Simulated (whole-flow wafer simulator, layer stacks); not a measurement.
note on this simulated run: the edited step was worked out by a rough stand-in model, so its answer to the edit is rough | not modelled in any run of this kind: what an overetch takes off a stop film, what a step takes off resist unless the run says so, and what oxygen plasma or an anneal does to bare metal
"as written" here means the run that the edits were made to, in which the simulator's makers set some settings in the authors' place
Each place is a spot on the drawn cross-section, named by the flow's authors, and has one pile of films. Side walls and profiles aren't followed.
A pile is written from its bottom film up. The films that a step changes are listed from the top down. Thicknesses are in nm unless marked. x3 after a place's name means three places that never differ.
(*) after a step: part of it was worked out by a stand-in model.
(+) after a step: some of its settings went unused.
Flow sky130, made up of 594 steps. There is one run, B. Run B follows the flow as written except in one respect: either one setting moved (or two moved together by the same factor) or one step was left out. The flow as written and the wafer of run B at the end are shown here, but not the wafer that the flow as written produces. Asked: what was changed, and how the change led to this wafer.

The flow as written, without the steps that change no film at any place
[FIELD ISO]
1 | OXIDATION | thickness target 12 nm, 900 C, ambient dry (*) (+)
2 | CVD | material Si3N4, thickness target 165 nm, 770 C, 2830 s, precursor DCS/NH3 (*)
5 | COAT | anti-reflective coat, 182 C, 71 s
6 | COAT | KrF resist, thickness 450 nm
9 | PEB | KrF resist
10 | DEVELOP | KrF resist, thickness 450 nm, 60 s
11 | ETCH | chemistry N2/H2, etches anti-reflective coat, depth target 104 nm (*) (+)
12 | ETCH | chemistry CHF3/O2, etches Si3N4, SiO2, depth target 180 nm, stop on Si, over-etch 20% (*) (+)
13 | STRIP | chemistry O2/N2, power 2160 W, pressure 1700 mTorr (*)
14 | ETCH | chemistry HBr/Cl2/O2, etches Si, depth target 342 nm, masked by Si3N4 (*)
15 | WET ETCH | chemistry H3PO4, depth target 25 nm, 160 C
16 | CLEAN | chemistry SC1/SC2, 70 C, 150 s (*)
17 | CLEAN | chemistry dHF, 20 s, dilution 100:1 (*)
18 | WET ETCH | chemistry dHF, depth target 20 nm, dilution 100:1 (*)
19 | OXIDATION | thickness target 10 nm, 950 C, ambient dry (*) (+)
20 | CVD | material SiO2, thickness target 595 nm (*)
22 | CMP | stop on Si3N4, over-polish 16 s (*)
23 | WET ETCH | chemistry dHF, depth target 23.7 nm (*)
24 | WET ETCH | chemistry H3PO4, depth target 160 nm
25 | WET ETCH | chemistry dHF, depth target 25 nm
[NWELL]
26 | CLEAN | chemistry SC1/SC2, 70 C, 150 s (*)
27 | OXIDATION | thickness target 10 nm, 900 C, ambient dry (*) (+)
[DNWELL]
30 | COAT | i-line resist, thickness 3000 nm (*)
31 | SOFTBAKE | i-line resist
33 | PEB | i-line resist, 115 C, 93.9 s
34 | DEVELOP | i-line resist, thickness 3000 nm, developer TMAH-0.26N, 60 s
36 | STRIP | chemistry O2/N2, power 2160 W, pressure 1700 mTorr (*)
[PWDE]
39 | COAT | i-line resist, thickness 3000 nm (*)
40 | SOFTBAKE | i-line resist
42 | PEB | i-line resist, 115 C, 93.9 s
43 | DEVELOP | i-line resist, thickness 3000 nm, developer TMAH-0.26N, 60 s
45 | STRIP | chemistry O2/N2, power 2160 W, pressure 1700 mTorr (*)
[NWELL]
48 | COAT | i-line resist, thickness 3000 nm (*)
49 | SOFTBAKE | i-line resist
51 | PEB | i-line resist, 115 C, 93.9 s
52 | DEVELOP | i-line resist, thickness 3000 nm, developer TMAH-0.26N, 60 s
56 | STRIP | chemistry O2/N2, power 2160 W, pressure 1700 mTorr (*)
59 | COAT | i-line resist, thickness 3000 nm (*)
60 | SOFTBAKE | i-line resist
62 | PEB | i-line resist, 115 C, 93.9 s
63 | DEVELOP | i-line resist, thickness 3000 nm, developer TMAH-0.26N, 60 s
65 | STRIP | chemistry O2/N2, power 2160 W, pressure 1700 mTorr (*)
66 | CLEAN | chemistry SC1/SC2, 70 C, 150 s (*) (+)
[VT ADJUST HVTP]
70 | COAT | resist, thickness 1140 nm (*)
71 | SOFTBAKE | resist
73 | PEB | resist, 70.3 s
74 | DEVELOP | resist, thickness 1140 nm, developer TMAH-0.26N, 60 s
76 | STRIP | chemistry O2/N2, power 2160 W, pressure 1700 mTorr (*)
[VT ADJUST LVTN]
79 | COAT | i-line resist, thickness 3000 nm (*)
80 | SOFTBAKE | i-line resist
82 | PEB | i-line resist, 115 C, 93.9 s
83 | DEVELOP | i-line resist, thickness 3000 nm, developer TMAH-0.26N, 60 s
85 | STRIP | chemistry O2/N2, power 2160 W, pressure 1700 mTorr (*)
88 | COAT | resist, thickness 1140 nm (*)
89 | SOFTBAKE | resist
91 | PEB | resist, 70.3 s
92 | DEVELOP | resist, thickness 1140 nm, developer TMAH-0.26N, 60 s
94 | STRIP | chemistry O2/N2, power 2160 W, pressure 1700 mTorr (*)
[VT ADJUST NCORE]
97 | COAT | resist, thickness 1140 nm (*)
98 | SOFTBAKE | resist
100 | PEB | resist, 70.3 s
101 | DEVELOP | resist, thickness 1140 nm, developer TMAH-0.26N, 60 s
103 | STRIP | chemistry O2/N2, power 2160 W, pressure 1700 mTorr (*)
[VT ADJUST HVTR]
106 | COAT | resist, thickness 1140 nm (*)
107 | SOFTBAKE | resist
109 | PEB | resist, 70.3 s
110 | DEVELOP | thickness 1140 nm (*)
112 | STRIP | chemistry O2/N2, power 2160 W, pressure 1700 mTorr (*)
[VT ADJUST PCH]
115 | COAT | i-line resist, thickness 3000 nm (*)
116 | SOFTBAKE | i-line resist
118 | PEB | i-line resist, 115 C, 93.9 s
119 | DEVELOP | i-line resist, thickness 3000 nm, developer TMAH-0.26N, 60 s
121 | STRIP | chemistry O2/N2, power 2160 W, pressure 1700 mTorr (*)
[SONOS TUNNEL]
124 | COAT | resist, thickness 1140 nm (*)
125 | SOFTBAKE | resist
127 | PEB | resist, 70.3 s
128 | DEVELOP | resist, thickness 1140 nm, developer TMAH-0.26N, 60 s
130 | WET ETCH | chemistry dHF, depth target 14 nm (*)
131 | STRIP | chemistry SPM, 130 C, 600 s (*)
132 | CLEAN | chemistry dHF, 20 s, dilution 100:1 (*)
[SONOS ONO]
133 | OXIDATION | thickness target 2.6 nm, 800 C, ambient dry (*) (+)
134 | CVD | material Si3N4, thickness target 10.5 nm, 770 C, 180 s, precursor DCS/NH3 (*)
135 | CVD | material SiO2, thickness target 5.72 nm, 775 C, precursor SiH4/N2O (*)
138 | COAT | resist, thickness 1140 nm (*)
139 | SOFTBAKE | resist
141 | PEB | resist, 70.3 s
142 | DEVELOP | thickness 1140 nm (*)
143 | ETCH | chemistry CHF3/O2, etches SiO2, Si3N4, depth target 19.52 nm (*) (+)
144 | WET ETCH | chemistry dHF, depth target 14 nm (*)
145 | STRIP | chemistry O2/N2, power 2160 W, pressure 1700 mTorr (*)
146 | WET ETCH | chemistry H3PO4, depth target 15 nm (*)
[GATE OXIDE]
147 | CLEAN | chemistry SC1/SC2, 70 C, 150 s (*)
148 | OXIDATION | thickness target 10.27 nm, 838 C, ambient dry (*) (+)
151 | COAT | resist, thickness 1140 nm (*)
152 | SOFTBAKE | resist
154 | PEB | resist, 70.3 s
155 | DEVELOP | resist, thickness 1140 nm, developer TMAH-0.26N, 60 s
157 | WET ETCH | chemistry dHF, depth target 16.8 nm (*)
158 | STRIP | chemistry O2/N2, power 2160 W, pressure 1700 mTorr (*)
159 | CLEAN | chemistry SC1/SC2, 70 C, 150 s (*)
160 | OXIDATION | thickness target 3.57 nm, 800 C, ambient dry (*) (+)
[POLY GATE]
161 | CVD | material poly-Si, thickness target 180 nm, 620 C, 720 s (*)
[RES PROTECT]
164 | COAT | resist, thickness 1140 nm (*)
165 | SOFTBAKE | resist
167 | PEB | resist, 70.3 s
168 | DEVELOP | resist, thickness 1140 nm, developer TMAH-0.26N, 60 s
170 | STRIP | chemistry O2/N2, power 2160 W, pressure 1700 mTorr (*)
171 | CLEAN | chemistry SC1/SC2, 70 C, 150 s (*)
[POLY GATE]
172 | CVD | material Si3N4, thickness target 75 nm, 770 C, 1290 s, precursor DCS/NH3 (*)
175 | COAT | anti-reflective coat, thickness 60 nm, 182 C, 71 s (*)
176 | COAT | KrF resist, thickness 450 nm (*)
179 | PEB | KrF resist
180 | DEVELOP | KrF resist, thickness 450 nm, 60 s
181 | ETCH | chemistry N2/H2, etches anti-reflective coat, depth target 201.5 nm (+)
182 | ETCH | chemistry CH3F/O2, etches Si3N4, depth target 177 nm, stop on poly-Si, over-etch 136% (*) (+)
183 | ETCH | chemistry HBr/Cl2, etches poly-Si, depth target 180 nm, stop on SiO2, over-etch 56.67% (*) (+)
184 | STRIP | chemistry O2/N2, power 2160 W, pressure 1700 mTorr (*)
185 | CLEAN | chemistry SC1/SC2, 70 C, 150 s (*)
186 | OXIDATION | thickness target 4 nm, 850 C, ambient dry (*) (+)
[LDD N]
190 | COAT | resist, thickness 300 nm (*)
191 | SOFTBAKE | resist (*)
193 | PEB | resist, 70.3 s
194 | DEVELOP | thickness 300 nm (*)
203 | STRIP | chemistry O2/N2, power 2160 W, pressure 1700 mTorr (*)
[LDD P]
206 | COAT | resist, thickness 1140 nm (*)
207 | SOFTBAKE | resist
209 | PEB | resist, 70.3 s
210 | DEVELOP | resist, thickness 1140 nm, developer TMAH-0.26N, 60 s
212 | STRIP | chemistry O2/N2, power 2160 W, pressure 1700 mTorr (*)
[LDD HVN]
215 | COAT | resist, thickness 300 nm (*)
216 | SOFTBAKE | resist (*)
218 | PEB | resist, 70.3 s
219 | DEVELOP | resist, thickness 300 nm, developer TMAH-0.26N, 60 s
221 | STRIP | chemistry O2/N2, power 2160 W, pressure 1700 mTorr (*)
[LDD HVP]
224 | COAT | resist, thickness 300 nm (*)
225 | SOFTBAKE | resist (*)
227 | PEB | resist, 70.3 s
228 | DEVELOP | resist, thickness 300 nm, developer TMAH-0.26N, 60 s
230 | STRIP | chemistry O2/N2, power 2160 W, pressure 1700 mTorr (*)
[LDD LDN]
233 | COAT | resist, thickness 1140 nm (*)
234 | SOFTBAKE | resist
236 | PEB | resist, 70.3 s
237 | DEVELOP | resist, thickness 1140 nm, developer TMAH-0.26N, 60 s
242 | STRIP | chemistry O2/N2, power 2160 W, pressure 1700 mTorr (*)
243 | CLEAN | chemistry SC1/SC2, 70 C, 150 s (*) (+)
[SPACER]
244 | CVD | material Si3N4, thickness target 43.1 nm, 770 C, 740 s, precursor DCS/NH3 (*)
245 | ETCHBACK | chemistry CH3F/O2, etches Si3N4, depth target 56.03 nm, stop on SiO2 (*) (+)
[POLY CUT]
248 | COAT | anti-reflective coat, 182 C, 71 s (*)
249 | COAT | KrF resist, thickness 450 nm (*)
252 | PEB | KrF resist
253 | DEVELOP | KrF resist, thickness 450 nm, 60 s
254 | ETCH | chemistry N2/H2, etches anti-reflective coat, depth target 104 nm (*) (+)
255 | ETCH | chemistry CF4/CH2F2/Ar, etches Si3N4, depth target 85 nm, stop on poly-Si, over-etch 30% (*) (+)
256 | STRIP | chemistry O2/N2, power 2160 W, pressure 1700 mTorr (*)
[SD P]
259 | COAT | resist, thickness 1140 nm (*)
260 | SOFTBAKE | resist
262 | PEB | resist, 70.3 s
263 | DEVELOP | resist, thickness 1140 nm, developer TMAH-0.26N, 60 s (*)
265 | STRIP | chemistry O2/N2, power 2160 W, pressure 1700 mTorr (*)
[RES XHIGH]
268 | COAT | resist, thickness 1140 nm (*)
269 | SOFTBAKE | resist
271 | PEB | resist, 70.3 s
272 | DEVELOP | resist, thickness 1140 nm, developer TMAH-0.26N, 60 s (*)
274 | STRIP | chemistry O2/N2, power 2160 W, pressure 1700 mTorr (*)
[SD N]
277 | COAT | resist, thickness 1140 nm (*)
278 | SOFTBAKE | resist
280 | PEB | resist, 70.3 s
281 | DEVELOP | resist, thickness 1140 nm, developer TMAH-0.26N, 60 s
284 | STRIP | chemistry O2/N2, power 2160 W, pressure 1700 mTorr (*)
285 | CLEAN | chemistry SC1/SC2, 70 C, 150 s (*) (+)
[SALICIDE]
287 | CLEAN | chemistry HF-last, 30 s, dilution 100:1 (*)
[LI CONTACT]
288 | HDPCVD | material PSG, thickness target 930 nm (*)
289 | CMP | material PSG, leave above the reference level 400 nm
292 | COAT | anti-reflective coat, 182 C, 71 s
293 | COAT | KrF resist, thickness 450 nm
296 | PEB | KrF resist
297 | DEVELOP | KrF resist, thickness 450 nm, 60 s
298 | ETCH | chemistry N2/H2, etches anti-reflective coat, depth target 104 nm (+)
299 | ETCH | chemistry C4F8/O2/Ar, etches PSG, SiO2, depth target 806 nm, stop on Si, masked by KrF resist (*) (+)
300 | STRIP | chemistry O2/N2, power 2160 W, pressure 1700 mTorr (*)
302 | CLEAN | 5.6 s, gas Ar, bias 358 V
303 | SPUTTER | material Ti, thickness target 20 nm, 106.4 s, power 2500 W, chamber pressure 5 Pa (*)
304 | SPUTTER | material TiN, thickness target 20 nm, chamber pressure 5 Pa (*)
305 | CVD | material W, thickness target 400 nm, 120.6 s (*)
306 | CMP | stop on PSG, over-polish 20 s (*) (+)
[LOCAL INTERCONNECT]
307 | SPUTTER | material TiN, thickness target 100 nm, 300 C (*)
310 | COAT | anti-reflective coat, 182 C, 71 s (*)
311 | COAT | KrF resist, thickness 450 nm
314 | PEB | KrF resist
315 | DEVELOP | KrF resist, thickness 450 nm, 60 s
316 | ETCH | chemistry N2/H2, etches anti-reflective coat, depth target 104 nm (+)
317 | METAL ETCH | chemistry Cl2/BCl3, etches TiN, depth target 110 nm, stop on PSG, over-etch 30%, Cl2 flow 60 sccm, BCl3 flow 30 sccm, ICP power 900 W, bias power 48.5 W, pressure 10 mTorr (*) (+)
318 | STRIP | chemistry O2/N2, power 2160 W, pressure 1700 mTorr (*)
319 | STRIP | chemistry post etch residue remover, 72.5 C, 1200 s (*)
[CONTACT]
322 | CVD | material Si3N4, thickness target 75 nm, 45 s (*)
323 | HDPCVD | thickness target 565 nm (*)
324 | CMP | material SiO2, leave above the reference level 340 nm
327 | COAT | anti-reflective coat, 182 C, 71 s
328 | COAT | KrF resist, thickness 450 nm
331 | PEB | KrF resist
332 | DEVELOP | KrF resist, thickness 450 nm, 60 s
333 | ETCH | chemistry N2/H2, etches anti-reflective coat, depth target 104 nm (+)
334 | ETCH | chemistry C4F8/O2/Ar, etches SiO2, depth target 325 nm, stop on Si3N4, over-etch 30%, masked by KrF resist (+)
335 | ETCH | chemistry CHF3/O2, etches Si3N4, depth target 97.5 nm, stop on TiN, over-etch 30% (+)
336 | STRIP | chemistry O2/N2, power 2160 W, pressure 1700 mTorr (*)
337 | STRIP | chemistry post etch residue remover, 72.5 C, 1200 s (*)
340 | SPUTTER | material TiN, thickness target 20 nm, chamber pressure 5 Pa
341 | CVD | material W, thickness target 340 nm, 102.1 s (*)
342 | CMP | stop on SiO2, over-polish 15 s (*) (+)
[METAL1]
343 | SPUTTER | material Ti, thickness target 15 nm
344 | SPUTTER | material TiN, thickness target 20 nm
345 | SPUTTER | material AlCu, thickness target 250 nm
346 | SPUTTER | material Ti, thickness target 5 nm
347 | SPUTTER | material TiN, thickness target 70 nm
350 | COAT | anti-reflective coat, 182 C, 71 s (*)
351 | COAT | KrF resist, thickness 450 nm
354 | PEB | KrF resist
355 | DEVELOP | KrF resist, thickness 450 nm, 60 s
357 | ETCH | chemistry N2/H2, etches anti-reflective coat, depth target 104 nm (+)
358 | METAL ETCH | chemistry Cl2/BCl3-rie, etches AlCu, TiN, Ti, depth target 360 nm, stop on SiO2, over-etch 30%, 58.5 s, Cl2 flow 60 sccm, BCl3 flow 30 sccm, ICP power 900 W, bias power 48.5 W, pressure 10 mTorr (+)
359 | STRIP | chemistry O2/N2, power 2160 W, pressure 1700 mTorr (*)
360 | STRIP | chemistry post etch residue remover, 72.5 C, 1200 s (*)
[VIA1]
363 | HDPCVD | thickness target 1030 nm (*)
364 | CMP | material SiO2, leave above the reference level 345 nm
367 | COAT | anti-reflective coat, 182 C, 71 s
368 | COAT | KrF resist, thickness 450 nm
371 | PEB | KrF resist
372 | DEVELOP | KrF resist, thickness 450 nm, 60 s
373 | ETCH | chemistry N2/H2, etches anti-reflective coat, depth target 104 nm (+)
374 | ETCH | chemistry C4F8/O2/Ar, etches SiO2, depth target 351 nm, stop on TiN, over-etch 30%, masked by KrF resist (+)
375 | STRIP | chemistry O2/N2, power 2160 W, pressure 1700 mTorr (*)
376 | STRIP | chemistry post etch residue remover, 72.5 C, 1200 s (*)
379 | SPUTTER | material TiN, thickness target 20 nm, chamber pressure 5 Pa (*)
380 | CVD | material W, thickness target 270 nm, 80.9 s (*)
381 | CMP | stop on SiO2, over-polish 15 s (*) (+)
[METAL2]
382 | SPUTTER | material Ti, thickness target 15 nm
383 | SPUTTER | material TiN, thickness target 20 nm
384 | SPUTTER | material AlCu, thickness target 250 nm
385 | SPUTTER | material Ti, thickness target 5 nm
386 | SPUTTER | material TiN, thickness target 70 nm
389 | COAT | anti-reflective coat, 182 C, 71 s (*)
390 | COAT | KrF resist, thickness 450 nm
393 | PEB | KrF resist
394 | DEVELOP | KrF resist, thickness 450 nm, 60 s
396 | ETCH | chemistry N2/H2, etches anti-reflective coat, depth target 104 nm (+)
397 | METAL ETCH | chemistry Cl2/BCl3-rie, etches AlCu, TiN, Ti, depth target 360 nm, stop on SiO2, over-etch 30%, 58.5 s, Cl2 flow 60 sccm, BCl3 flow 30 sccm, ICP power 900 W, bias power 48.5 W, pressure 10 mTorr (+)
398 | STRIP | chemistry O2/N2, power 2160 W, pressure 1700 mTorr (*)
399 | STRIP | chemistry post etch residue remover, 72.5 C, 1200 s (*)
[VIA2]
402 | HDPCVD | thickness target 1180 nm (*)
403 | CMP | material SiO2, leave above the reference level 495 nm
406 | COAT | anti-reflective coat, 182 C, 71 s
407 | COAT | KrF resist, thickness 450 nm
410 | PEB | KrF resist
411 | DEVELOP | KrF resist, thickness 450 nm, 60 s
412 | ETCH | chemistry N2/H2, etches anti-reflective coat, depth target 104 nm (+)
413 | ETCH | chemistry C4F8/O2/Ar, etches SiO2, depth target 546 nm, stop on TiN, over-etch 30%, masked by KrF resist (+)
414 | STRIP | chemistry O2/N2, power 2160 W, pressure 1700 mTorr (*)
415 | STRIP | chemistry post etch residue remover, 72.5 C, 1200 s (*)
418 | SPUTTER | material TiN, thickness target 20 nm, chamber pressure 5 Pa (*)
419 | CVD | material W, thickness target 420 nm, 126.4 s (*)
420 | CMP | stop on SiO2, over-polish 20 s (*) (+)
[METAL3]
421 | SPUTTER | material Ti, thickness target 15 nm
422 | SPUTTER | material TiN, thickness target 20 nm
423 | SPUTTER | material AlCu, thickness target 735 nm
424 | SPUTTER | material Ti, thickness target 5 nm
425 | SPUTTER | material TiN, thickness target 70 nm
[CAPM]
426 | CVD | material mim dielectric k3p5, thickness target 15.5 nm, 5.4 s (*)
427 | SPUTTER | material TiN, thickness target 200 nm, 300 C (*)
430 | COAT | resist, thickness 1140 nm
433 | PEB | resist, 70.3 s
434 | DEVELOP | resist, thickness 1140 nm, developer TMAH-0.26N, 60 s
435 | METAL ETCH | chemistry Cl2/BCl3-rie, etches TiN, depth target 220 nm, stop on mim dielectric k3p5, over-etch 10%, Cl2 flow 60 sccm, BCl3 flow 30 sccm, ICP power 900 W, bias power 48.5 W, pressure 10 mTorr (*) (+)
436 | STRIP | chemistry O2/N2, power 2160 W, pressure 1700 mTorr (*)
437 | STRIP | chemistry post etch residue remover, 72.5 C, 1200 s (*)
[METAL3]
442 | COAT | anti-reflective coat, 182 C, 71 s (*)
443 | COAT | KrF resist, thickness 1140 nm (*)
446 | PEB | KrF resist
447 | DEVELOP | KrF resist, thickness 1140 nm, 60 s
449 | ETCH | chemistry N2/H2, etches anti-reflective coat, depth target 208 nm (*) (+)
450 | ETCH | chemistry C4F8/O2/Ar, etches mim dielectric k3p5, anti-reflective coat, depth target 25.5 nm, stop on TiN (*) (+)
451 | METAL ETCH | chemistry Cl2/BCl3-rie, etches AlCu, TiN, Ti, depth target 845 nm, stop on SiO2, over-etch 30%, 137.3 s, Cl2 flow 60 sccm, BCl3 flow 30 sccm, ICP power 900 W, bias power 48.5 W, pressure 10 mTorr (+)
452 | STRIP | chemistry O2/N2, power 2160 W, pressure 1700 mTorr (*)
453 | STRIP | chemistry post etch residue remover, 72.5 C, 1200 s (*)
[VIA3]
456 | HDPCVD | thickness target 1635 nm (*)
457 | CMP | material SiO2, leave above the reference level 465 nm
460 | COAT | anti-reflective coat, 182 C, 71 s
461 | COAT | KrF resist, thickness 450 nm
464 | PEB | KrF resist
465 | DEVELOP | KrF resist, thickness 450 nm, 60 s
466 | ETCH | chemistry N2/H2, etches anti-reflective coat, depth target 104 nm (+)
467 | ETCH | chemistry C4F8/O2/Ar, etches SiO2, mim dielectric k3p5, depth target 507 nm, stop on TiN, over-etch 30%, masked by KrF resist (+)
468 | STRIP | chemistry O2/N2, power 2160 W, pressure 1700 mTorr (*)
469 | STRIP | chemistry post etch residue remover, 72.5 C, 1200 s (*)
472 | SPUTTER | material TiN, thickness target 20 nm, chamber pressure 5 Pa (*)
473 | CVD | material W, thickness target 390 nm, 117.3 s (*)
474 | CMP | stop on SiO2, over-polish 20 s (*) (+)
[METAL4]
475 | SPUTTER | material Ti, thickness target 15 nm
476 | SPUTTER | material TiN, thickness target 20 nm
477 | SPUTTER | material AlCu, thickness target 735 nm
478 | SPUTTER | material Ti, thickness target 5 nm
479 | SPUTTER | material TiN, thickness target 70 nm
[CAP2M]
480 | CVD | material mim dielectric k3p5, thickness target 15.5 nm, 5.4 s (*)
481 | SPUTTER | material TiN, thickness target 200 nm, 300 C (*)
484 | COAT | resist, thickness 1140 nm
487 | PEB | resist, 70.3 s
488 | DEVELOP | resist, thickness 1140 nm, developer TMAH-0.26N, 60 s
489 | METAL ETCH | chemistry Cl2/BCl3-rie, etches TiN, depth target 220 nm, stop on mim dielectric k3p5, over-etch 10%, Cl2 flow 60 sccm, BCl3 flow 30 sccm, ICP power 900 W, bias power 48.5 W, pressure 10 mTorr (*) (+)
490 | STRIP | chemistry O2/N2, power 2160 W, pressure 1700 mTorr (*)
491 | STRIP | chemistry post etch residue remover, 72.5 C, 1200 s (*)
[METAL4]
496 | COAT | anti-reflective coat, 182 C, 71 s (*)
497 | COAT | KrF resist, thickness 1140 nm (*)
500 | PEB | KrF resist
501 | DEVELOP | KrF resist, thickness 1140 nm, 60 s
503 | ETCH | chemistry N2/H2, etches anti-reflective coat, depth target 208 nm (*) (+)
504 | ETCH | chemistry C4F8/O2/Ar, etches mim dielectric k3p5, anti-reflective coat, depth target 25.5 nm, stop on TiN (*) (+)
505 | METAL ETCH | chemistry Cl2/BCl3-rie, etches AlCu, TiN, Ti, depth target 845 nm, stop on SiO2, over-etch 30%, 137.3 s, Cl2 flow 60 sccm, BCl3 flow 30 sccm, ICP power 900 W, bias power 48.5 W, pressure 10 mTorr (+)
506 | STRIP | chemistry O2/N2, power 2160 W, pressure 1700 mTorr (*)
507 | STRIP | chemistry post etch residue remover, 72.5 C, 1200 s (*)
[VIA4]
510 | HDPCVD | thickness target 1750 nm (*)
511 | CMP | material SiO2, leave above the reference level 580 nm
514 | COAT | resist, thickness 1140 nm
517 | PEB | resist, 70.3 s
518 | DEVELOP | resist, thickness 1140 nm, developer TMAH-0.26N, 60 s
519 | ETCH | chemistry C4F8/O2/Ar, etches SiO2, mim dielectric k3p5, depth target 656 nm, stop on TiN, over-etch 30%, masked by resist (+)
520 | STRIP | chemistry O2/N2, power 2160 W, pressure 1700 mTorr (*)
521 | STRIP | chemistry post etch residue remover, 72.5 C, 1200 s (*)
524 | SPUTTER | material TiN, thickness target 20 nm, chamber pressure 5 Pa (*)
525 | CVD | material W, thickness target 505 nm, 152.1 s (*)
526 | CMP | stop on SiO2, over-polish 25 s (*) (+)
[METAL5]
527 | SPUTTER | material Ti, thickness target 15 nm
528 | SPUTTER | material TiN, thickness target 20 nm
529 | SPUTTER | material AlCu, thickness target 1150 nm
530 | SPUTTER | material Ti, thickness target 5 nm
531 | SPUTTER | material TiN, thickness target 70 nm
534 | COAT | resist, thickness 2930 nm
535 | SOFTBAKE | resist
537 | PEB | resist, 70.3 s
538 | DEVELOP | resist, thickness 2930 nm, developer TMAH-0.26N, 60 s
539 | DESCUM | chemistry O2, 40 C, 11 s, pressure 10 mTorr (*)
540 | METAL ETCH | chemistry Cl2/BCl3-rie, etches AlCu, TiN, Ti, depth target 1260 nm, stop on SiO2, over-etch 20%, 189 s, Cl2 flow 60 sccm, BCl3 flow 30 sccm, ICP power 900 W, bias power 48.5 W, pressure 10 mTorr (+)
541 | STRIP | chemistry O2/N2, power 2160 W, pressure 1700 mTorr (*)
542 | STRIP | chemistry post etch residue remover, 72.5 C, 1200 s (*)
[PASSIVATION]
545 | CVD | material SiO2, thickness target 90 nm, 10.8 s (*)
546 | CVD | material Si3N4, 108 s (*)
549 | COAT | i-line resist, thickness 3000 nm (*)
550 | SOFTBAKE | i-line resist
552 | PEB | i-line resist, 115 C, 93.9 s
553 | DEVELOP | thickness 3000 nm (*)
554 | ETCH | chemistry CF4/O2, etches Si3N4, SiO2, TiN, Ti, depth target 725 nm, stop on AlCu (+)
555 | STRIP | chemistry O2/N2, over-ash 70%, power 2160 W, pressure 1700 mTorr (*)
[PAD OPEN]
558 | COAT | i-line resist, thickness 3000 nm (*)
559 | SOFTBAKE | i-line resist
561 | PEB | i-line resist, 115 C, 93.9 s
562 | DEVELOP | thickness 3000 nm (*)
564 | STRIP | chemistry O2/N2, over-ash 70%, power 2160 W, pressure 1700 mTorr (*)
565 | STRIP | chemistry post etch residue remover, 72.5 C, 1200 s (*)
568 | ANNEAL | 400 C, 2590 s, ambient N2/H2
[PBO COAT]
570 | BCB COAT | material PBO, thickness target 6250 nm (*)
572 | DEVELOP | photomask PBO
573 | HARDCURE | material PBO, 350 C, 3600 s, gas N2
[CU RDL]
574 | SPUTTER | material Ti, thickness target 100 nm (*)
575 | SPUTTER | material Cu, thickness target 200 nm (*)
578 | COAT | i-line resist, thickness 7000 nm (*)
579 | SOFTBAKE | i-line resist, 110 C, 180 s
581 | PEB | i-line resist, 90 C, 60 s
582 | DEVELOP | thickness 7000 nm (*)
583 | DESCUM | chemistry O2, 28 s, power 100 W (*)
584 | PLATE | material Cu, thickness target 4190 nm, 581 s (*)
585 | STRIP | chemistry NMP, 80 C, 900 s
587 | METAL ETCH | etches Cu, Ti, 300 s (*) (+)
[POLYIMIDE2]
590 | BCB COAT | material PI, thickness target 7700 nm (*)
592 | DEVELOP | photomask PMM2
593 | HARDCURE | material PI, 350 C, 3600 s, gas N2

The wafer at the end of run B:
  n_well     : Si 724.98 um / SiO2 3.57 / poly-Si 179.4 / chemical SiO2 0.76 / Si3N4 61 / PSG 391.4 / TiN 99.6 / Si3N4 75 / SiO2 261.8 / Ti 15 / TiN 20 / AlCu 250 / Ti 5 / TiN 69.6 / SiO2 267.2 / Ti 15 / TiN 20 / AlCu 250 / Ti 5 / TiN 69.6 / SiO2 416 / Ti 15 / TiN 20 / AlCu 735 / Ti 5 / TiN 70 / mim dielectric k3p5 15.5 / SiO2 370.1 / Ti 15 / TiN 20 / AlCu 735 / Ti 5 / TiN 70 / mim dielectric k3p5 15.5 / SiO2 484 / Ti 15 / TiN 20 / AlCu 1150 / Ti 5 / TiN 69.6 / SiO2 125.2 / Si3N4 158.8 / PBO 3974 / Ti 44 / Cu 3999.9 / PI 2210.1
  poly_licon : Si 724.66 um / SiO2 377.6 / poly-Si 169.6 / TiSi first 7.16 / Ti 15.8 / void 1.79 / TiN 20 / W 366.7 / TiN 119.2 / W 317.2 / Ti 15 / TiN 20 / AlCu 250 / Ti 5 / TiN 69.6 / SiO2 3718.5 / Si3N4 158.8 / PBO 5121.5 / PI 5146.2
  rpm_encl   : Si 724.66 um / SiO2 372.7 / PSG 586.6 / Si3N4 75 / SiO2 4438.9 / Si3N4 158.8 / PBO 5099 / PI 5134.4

Cause: step 574, SPUTTER: thickness target 44 nm was run, though the flow has thickness target 100 nm.
The wafer lets one read it off: n_well has Ti 44, and step 574 as written asks for 100 nm.

How this came from the change, step by step:
  574 | SPUTTER | material Ti, thickness target 100 nm (*)
      field, active, n_well and 190 more: Ti gains 44 (new film) (in the flow as written it would be: Ti gains 100 (new film))
  587 | METAL ETCH | etches Cu, Ti, 300 s (*) (+)
      field, active, gate and 167 more: Cu loses 200 (all of it), Ti loses 44 (all of it) (in the flow as written it would be: Cu loses 200 (all of it), Ti loses 100 (all of it))
  590 | BCB COAT | material PI, thickness target 7700 nm (*)
      de16_gate_nw: PI gains 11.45 um (new film) (in the flow as written it would be: PI gains 11.5 um (new film))
